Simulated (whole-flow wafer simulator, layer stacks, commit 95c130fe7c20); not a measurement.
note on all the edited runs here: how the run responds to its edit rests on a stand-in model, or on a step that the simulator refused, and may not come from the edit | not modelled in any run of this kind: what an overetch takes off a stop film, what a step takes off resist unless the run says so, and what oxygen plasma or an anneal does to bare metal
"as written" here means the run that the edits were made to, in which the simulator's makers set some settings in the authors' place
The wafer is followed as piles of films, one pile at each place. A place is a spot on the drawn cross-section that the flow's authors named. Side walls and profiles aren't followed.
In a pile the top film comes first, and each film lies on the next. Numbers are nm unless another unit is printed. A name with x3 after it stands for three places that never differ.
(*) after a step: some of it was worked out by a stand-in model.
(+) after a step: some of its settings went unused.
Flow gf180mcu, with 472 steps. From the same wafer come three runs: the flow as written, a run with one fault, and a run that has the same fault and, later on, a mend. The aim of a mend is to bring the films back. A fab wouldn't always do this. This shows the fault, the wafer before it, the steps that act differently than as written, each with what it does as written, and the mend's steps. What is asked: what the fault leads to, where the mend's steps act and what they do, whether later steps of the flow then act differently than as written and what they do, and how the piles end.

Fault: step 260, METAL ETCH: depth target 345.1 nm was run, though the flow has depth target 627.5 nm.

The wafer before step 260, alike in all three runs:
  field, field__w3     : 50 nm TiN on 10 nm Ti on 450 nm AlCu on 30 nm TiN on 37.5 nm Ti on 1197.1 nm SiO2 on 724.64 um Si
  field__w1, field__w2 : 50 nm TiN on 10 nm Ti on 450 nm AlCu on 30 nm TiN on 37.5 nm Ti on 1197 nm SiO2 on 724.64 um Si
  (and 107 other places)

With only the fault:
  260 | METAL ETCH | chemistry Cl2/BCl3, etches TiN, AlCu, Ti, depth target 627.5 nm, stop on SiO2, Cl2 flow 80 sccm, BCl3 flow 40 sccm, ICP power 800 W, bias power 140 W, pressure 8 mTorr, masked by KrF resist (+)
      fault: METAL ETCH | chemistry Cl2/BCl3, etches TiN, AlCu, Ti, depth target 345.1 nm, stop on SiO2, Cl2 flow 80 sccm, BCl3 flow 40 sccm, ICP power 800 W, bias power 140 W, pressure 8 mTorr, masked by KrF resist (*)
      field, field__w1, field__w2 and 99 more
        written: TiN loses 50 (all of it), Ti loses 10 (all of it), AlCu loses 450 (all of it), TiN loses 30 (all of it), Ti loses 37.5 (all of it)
        fault: TiN loses 50 (all of it), Ti loses 10 (all of it), AlCu loses 285.1
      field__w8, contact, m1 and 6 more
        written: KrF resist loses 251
        fault: KrF resist loses 138
  Later steps of the flow acting differently than as written:
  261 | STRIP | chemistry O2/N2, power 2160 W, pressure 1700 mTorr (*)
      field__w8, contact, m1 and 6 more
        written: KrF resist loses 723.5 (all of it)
        fault: KrF resist loses 836.5 (all of it)
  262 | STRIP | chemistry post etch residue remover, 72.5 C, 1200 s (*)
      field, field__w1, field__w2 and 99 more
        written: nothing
        fault: AlCu loses 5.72
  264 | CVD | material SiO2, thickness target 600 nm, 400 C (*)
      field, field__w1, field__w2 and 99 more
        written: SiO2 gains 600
        fault: SiO2 gains 600 (new film)
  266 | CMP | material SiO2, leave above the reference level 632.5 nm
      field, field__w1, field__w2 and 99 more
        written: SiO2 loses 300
        fault: SiO2 loses 526.7
  By the end, the piles at field, field__w1, field__w2 and 100 more depart from the flow's by more than 2% or 0.5 nm, whichever is larger.
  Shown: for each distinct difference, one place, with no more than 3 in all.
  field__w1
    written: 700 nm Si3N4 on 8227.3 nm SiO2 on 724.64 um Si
    fault: 700 nm Si3N4 on 6803.6 nm SiO2 on 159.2 nm AlCu on 30 nm TiN on 37.5 nm Ti on 1197 nm SiO2 on 724.64 um Si
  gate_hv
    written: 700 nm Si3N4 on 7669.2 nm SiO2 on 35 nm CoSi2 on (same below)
    fault: 700 nm Si3N4 on 6803.6 nm SiO2 on 159.2 nm AlCu on 30 nm TiN on 37.5 nm Ti on 638.9 nm SiO2 on 35 nm CoSi2 on (same below)
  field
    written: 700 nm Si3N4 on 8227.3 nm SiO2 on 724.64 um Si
    fault: 700 nm Si3N4 on 6803.6 nm SiO2 on 159.2 nm AlCu on 30 nm TiN on 37.5 nm Ti on 1197.1 nm SiO2 on 724.64 um Si

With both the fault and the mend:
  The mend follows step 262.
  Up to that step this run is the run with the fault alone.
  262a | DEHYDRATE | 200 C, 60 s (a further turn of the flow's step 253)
      alters no film at any place that is followed
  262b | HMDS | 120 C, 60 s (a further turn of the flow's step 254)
      alters no film at any place that is followed
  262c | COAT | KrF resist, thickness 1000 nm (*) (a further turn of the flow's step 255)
      iso_ptap_pw, iso_ntap_nw, iso_nw_fld and 33 more
        KrF resist gains 1000 (new film)
      field_sub__w2, field_sub__w4, active and 12 more
        KrF resist gains 1002.2 (new film)
      p_well, sti, gate and 7 more
        KrF resist gains 1002.4 (new film)
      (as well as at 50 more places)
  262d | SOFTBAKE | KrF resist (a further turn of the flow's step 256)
      alters no film at any place that is followed
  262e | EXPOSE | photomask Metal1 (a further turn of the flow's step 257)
      alters no film at any place that is followed
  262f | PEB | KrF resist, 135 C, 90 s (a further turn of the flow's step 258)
      field__w1, field__w2, field__w3 and 57 more
        KrF resist loses 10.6
      iso_ptap_pw, iso_ntap_nw, iso_nw_fld and 33 more
        KrF resist loses 10.5
      sd_p, gate_p, nw_sep_fld
        KrF resist loses 10.7
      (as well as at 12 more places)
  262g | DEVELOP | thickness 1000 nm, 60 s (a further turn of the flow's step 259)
      iso_ptap_pw, iso_ntap_nw, iso_nw_fld and 33 more
        KrF resist loses 989.5 (all of it)
      field__w6, field__w10, field_sub__w2 and 10 more
        KrF resist loses 991.6 (all of it)
      field__w5, field__w9, field_sub__w1 and 9 more
        KrF resist loses 991.7 (all of it)
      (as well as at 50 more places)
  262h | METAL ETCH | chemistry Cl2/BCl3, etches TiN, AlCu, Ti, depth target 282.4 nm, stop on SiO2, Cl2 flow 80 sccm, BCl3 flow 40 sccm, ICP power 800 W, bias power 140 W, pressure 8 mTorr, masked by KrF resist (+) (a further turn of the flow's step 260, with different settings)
      field, field__w1, field__w2 and 99 more
        AlCu loses 159.2 (all of it), TiN loses 30 (all of it), Ti loses 37.5 (all of it)
      field__w8, contact, m1 and 6 more
        KrF resist loses 113
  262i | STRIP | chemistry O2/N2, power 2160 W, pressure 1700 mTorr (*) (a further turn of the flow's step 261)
      field__w8, m1
        KrF resist loses 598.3 (all of it)
      contact
        KrF resist loses 596.4 (all of it)
      m1__w1
        KrF resist loses 607.3 (all of it)
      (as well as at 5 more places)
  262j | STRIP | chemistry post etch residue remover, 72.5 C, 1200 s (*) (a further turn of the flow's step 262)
      field__w8, contact, m1 and 6 more
        TiN loses 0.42
  Later steps of the flow that are run all act as written at every place that is followed, up to a difference of at most 2% or 0.5 nm, whichever is larger.
  At the end the piles are close to the flow's at the places that both follow, differing by at most 2% or 0.5 nm, whichever is larger.
